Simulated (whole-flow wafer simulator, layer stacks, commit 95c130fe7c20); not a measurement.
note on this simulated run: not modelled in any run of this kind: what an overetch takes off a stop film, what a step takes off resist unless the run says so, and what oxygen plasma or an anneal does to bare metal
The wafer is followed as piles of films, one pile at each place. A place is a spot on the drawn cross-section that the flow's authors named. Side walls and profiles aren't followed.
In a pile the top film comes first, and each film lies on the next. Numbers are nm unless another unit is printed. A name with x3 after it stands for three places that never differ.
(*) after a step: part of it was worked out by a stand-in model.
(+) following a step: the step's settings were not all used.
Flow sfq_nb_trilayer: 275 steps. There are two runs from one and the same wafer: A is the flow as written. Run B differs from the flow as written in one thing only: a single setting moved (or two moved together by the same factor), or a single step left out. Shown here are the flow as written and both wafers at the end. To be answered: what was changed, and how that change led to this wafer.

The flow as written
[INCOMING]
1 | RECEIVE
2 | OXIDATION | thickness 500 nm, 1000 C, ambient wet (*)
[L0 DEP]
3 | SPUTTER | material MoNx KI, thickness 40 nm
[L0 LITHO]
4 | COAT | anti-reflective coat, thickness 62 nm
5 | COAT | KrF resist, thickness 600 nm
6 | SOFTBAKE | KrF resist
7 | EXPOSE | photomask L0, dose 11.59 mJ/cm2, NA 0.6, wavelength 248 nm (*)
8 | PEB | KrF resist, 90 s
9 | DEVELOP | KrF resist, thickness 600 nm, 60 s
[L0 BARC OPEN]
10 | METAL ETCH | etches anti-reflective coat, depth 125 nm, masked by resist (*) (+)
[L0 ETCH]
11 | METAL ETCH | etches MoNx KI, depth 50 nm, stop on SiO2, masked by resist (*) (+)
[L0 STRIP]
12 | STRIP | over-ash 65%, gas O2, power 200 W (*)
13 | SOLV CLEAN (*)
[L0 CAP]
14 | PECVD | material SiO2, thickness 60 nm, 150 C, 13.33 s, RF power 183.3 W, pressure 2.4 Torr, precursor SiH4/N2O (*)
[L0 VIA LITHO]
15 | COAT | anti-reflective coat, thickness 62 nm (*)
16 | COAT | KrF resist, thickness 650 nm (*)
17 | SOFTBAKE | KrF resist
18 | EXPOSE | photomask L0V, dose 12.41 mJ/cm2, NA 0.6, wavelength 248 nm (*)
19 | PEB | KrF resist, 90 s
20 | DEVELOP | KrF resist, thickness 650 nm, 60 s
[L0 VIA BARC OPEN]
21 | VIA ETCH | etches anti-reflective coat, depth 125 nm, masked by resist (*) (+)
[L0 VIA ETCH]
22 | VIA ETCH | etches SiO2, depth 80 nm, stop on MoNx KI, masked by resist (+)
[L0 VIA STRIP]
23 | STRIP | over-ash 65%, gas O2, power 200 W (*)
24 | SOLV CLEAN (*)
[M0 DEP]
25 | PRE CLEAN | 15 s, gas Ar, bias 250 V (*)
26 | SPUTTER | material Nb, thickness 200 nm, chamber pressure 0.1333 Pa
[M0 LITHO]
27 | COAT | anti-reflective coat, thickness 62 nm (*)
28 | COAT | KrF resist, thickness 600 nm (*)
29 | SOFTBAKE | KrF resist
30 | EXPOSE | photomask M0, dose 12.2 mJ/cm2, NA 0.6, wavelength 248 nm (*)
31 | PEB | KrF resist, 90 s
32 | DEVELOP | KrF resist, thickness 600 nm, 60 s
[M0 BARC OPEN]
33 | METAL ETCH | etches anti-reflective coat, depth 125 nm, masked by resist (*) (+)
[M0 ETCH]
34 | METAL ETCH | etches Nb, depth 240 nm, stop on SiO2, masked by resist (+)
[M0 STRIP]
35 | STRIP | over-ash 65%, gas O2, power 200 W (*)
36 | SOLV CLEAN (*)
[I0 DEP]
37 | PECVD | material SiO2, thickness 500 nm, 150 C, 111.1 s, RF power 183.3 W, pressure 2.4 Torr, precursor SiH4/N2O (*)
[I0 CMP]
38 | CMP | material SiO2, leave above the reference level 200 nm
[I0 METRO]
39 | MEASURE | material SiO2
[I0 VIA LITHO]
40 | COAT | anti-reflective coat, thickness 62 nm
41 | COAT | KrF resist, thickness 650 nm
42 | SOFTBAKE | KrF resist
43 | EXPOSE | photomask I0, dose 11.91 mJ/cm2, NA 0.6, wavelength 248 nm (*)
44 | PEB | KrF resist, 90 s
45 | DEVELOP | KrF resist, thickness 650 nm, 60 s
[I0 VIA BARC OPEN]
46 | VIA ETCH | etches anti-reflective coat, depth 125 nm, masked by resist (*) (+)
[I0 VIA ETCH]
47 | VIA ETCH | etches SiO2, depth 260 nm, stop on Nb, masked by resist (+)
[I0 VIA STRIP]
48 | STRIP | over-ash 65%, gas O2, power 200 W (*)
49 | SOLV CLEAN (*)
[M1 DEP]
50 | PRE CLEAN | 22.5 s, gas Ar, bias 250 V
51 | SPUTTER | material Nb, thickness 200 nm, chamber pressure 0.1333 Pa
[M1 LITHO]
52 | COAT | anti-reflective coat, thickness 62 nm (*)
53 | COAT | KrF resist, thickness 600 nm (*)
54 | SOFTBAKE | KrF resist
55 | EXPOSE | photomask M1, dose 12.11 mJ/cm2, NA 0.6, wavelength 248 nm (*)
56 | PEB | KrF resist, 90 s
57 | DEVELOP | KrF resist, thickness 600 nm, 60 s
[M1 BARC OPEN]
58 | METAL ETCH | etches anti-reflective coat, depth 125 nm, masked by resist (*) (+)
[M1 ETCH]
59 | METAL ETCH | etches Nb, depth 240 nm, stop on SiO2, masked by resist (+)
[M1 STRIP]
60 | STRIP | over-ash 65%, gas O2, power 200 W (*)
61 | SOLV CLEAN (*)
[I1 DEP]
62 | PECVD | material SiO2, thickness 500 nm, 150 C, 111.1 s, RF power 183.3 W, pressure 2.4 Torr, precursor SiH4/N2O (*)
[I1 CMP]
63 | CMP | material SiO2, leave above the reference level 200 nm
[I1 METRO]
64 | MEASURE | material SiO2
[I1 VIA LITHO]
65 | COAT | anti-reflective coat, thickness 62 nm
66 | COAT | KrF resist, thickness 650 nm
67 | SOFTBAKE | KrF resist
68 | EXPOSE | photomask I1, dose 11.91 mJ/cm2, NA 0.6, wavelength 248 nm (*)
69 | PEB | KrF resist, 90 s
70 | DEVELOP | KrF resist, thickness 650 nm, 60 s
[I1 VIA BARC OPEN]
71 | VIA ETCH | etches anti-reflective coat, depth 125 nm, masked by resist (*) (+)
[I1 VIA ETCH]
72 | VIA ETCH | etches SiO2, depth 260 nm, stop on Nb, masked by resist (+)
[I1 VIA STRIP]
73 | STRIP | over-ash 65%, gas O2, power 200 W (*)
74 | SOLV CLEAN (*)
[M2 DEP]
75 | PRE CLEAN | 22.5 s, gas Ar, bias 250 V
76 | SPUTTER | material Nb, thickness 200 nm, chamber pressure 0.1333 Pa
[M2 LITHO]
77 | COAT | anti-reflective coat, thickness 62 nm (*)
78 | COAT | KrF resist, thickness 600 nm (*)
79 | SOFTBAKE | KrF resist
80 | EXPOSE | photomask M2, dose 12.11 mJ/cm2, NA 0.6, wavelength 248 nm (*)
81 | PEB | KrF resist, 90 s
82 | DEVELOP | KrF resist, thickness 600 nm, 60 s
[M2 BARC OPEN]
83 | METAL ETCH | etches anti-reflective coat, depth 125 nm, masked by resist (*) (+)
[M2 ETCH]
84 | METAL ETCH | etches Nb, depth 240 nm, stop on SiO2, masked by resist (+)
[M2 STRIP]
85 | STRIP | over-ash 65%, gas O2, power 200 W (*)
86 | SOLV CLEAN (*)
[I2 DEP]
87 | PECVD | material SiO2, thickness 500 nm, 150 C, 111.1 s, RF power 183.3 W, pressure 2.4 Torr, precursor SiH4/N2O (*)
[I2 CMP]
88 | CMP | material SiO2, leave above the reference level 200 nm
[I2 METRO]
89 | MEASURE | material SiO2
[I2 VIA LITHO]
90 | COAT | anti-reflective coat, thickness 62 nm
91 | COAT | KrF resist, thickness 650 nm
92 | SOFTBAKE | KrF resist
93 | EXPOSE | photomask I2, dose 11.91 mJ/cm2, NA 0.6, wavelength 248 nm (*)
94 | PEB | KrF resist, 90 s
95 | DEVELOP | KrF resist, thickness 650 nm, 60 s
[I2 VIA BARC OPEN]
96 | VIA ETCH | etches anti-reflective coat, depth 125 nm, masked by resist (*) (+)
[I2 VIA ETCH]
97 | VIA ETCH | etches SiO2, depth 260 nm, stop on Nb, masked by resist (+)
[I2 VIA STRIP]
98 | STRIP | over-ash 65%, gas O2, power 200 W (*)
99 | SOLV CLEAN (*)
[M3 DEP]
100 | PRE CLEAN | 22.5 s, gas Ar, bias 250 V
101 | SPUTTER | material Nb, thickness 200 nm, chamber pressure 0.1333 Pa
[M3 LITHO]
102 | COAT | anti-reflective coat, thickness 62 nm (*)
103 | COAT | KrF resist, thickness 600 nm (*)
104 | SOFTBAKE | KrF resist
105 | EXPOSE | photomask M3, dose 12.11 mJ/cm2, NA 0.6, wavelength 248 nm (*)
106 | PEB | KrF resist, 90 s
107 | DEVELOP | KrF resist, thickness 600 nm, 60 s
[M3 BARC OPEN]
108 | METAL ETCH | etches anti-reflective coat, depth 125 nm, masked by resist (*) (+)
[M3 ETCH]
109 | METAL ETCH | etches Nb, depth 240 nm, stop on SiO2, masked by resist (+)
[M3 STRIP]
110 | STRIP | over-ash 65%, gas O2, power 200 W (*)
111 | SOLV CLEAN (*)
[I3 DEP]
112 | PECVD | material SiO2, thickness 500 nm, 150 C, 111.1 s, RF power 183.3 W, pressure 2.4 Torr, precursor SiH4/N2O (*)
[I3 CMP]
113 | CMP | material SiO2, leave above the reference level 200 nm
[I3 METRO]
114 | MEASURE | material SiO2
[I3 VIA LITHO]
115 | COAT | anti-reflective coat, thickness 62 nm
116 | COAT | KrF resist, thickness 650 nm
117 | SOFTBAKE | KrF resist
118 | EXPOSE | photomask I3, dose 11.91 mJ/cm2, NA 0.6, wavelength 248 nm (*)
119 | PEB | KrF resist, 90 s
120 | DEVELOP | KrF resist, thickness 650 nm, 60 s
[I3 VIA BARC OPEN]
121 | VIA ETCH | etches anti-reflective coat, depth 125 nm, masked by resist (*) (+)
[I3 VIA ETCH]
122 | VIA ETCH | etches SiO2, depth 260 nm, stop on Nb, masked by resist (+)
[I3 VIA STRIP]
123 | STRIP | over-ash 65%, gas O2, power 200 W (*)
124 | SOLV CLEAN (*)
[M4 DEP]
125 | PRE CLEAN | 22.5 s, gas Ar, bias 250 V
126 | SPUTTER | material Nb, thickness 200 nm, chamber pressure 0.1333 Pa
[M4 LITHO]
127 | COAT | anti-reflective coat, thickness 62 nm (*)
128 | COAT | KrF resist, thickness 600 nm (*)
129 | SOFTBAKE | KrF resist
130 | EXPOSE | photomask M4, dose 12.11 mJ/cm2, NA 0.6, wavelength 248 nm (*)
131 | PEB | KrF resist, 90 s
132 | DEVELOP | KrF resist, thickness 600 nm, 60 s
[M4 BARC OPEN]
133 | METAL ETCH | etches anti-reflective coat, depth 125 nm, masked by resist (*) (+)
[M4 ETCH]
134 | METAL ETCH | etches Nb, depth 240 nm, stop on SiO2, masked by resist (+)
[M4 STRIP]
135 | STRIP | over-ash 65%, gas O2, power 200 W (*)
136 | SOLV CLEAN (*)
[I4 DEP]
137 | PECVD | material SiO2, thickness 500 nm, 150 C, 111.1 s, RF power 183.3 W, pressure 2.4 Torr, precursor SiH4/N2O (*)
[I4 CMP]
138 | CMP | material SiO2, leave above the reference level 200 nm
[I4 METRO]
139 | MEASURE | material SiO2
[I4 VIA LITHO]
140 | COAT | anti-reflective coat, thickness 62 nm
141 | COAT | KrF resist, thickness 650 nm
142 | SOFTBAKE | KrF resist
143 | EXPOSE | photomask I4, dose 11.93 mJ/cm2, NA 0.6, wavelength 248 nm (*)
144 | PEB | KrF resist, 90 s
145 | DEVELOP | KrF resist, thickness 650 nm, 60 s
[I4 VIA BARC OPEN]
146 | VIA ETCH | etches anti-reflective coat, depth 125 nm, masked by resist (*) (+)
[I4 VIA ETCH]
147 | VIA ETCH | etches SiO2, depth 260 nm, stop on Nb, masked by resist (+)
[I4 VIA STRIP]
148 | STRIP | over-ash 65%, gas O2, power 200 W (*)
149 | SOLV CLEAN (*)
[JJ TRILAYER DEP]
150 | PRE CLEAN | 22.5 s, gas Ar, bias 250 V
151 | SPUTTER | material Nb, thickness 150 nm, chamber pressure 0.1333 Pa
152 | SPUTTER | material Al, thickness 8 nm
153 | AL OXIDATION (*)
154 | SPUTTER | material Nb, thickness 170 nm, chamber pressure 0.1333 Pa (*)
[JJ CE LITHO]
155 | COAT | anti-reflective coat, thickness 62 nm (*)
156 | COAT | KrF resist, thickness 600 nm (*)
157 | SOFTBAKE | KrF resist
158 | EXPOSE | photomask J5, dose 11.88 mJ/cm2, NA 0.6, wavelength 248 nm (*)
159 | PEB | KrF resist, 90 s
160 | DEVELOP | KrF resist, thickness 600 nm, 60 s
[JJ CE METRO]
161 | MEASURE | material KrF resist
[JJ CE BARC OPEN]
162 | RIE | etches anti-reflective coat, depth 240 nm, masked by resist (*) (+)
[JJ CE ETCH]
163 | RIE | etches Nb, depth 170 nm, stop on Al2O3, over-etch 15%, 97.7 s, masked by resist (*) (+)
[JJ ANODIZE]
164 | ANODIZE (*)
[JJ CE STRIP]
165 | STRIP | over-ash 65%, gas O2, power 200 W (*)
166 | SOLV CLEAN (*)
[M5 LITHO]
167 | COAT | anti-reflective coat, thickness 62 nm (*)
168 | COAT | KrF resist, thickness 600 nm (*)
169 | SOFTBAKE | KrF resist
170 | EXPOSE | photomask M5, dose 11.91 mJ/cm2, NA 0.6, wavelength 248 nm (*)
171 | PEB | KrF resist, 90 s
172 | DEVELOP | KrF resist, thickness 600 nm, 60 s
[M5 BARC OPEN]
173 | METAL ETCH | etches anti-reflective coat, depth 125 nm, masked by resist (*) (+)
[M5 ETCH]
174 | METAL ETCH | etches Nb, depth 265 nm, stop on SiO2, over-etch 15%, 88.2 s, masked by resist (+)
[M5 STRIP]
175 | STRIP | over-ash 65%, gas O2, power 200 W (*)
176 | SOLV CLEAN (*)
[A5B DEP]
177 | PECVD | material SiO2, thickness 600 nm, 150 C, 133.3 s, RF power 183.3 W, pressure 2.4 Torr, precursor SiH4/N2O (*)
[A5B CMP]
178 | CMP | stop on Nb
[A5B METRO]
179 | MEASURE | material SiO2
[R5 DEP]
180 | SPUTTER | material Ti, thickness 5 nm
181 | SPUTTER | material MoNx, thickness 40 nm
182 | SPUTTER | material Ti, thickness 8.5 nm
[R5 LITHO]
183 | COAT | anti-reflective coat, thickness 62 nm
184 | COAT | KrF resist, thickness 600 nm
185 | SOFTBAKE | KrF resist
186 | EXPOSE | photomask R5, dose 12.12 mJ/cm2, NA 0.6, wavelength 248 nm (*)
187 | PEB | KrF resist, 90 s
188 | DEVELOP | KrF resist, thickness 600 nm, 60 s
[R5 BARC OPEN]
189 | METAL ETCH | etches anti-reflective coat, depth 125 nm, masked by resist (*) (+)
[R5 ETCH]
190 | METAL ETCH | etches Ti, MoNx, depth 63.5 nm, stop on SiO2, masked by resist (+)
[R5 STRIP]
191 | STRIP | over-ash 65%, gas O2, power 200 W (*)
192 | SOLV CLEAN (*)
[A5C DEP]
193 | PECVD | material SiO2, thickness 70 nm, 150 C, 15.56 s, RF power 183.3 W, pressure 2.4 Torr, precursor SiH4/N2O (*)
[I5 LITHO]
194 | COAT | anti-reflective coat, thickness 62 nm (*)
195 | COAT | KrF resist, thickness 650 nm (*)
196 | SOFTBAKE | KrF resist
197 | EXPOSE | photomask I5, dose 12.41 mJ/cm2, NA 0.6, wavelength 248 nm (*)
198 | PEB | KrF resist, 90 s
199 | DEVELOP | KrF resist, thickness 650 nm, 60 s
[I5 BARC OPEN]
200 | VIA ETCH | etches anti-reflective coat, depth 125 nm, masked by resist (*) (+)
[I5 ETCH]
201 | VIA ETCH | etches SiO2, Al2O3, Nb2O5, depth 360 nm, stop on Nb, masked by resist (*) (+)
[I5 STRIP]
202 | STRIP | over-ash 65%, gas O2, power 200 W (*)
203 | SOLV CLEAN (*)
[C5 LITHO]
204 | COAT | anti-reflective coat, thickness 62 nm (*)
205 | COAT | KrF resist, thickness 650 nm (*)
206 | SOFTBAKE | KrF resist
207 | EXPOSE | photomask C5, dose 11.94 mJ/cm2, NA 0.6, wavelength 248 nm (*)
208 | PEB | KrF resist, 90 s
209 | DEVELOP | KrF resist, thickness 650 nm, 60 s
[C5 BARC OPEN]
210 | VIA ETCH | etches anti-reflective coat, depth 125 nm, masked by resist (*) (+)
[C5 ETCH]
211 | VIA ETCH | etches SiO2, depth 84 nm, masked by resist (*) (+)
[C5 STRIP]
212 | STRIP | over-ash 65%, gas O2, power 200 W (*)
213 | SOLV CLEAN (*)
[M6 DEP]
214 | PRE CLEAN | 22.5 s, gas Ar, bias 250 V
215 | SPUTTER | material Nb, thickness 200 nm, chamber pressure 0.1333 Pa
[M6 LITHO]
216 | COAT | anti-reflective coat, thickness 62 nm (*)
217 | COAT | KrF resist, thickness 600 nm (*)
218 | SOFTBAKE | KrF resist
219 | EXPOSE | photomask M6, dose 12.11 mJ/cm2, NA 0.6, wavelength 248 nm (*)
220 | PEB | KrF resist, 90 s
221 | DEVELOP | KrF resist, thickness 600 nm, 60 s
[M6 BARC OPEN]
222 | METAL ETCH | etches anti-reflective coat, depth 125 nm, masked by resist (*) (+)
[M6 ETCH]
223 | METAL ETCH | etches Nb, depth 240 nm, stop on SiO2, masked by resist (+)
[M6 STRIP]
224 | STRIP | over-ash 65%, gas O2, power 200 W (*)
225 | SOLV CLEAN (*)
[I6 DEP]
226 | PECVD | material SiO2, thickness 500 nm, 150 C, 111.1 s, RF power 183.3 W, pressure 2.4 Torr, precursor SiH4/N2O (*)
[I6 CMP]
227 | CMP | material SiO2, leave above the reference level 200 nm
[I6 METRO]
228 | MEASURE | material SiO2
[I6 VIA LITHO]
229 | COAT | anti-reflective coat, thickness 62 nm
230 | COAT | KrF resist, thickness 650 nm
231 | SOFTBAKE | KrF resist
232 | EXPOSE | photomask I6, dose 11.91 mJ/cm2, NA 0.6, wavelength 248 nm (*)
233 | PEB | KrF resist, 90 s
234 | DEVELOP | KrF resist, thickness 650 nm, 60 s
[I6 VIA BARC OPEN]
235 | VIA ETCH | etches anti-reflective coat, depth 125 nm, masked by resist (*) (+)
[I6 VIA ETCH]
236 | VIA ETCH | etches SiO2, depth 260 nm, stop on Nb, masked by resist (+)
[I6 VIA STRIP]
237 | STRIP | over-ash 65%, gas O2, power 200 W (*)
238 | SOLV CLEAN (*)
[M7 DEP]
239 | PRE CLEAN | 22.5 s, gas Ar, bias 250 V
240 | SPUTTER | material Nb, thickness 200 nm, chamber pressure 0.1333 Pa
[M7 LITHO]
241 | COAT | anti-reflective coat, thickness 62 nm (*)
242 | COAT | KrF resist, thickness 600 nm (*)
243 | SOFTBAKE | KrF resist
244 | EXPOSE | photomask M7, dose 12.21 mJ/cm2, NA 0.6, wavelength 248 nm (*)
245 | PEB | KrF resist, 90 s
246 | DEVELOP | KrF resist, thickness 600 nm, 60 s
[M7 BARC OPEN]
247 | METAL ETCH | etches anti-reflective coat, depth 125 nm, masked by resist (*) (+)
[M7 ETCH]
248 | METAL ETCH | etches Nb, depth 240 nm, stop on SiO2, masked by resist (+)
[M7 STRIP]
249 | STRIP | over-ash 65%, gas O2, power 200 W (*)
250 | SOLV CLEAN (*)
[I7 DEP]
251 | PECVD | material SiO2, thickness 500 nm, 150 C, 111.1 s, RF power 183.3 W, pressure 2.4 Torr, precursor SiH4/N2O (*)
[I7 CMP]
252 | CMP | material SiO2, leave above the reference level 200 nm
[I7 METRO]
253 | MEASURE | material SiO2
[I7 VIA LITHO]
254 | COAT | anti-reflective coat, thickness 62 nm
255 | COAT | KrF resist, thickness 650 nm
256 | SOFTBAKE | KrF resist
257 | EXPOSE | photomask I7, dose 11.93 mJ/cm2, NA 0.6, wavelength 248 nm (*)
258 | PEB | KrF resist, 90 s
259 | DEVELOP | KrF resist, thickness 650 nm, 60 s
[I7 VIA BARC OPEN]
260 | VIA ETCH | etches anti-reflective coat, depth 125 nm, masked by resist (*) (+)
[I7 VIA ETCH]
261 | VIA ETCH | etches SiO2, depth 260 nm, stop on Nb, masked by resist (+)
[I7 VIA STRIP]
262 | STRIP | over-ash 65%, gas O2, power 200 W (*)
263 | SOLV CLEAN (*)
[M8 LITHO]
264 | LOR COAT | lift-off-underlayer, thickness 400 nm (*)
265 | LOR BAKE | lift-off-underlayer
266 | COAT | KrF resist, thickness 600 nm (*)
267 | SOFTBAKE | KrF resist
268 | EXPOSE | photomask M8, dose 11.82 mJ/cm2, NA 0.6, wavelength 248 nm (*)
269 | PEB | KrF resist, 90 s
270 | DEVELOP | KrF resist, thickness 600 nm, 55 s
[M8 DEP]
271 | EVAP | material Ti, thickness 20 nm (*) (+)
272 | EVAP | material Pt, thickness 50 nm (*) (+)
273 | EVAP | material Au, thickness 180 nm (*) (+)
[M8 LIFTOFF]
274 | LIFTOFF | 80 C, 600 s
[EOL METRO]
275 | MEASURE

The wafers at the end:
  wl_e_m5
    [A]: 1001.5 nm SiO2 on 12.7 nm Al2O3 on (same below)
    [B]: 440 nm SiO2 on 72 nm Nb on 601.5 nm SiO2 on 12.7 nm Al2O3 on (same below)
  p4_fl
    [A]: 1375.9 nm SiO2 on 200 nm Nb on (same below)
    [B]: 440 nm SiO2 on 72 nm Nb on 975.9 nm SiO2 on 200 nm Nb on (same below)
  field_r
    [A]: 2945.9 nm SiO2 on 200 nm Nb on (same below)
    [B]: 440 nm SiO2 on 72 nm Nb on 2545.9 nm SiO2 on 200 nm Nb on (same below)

What caused this: step 240, SPUTTER: thickness 312 nm was run, whereas the flow has thickness 200 nm.

Step by step, how the change led to this:
  240 | SPUTTER | material Nb, thickness 200 nm, chamber pressure 0.1333 Pa
      field_l, v_sur, via_wl and 102 more: A Nb gains 200 (new film) | B Nb gains 312 (new film)
      via_v: A Nb gains 161.1 | B Nb gains 252.1
  241 | COAT | anti-reflective coat, thickness 62 nm (*)
      via_v: A anti-reflective coat gains 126 (new film) | B anti-reflective coat gains 130.2 (new film)
  248 | METAL ETCH | etches Nb, depth 240 nm, stop on SiO2, masked by resist (+)
      field_l, field_r, lsp_l and 62 more: A Nb loses 200 (all of it) | B Nb loses 240
  249 | STRIP | over-ash 65%, gas O2, power 200 W (*)
      via_v: A KrF resist loses 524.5 (all of it), anti-reflective coat loses 126 (all of it) | B KrF resist loses 538.5 (all of it), anti-reflective coat loses 130.2 (all of it)
  251 | PECVD | material SiO2, thickness 500 nm, 150 C, 111.1 s, RF power 183.3 W, pressure 2.4 Torr, precursor SiH4/N2O (*)
      field_l, p4_fl, p4_fm and 56 more: A SiO2 gains 500 | B SiO2 gains 500 (new film)
      field_r, lsp_l: A SiO2 gains 477.7 | B SiO2 gains 473.2 (new film)
      (also at 4 further places)
  252 | CMP | material SiO2, leave above the reference level 200 nm
      field_l, p4_fl, p4_fm and 56 more: A SiO2 loses 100 | B SiO2 loses 60
      field_r, lsp_l: A SiO2 loses 77.7 | B SiO2 loses 33.2
      (also at 3 further places)
Taking metal films that touch as one body, wl_e_m5 has 7 bodies (between them, from the top down: SiO2 601.5 / Al2O3 12.7 / Nb2O5 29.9; SiO2 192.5; SiO2 192.5; SiO2 192.5; SiO2 192.5; SiO2 192.5); the flow as written gives 6 bodies (between them, from the top down: SiO2 192.5; SiO2 192.5; SiO2 192.5; SiO2 192.5; SiO2 192.5).
Taking metal films that touch as one body, p4_fl has 3 bodies (between them, from the top down: SiO2 975.9; SiO2 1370); the flow as written gives 2 bodies (between them, from the top down: SiO2 1370).
Taking metal films that touch as one body, field_r has 2 bodies (between them, from the top down: SiO2 2545.9); the flow as written gives 1 body.
